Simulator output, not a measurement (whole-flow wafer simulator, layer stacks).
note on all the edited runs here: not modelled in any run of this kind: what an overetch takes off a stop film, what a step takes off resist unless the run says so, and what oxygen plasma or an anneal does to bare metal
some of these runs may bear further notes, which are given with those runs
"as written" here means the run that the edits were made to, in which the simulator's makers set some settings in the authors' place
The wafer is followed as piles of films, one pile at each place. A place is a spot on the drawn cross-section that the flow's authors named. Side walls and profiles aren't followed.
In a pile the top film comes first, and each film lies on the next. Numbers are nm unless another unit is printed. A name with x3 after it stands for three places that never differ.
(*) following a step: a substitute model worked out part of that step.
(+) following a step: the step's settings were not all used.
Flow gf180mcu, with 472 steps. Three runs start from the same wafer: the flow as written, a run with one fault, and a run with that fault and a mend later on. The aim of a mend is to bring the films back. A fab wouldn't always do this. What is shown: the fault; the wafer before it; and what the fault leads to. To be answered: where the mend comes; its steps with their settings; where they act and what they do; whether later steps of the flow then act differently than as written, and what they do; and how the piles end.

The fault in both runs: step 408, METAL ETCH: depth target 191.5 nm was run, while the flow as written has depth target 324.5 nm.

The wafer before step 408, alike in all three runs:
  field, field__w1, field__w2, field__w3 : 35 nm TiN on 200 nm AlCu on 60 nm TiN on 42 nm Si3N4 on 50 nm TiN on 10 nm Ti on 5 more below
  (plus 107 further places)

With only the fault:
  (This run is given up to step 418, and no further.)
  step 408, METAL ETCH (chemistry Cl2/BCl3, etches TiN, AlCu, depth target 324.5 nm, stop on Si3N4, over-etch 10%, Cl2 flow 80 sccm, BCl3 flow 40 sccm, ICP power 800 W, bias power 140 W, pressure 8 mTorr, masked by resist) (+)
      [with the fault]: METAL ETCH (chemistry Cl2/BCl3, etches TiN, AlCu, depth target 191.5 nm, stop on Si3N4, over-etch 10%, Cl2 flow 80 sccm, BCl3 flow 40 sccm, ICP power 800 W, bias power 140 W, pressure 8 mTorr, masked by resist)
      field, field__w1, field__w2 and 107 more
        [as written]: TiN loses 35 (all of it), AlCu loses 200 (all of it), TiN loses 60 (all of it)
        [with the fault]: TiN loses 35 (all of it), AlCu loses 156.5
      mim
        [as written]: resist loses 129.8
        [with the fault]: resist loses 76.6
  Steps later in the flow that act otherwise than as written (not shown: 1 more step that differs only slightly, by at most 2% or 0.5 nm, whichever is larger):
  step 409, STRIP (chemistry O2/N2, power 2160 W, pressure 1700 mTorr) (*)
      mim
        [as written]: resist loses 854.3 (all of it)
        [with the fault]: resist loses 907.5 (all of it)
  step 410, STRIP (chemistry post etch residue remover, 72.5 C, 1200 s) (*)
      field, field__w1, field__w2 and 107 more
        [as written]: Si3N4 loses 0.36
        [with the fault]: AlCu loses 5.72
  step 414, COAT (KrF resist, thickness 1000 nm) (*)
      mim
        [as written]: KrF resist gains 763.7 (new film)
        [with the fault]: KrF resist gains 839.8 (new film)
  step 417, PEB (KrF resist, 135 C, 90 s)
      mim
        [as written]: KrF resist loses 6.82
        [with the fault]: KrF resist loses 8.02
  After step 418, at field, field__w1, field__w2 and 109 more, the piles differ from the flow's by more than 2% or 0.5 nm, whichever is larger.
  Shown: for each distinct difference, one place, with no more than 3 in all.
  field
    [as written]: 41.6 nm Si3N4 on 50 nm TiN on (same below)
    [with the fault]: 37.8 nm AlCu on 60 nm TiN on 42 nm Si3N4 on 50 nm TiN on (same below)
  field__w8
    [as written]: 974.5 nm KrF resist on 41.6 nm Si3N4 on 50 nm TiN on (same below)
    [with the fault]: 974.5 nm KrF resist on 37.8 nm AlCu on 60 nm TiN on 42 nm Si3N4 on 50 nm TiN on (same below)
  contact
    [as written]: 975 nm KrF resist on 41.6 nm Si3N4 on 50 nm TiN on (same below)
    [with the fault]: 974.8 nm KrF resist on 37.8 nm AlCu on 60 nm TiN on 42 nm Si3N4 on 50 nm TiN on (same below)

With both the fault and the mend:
  After step 410 comes the mend.
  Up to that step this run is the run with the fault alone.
  step 410a, DEHYDRATE (200 C, 60 s) (the flow's step 401, run once more)
      does not change any film at any place that is followed
  step 410b, HMDS (120 C, 60 s) (the flow's step 402, run once more)
      does not change any film at any place that is followed
  step 410c, COAT (resist, thickness 1000 nm) (*) (the flow's step 403, run once more)
      field__w8, m1__w1, iso_ptap_pw and 39 more
        resist gains 1000 (new film)
      field_sub__w1, field_sub__w5, n_well and 6 more
        resist gains 1000.7 (new film)
      p_well, sti, spacer, sd_n, mim_1p0, pad, dice_street
        resist gains 1000.4 (new film)
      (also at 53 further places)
  step 410d, SOFTBAKE (resist) (the flow's step 404, run once more)
      field__w9, nplus_u
        resist loses 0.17
      field__w2
        resist gains 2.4
      field__w3
        resist gains 2.53
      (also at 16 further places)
  step 410e, EXPOSE (photomask FuseTop) (the flow's step 405, run once more)
      does not change any film at any place that is followed
  step 410f, PEB (resist, 70.3 s) (the flow's step 406, run once more)
      field, field__w1, field__w5 and 96 more
        resist loses 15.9
      field__w2, field__w3, field__w12, pplus_u, ppoly_sal, nw_enc_fld_lv__w4
        resist loses 16
      field__w7, field__w11, field__w13, ppoly_u, npoly_sal
        resist loses 16.1
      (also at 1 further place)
  step 410g, DEVELOP (thickness 1000 nm, 60 s) (the flow's step 407, run once more)
      field__w8, m1__w1, iso_ptap_pw and 39 more
        resist loses 984.1 (all of it)
      field_sub, field_sub__w2, field_sub__w3, field_sub__w4, ld_fp_n, ld_drift_n, ld_drn_n
        resist loses 985.1 (all of it)
      p_well, sti, spacer, sd_n, mim_1p0, pad, dice_street
        resist loses 984.5 (all of it)
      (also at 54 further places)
  step 410h, METAL ETCH (chemistry Cl2/BCl3, etches TiN, AlCu, depth target 133 nm, stop on Si3N4, over-etch 10%, Cl2 flow 80 sccm, BCl3 flow 40 sccm, ICP power 800 W, bias power 140 W, pressure 8 mTorr, masked by resist) (+) (the flow's step 408, run once more with other settings)
      field, field__w1, field__w2 and 107 more
        AlCu loses 37.8 (all of it), TiN loses 60 (all of it)
      mim
        resist loses 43
  step 410i, STRIP (chemistry O2/N2, power 2160 W, pressure 1700 mTorr) (*) (the flow's step 409, run once more)
      mim
        resist loses 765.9 (all of it)
  step 410j, STRIP (chemistry post etch residue remover, 72.5 C, 1200 s) (*) (the flow's step 410, run once more)
      field, field__w1, field__w2 and 107 more
        Si3N4 loses 0.36
      mim
        TiN loses 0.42
  Later steps of the flow that are run all act as written at every place that is followed, up to a difference of at most 2% or 0.5 nm, whichever is larger.
  When the end is reached, the piles differ only a little from the flow's at the places that both follow, at most by 2% or 0.5 nm, whichever is larger.
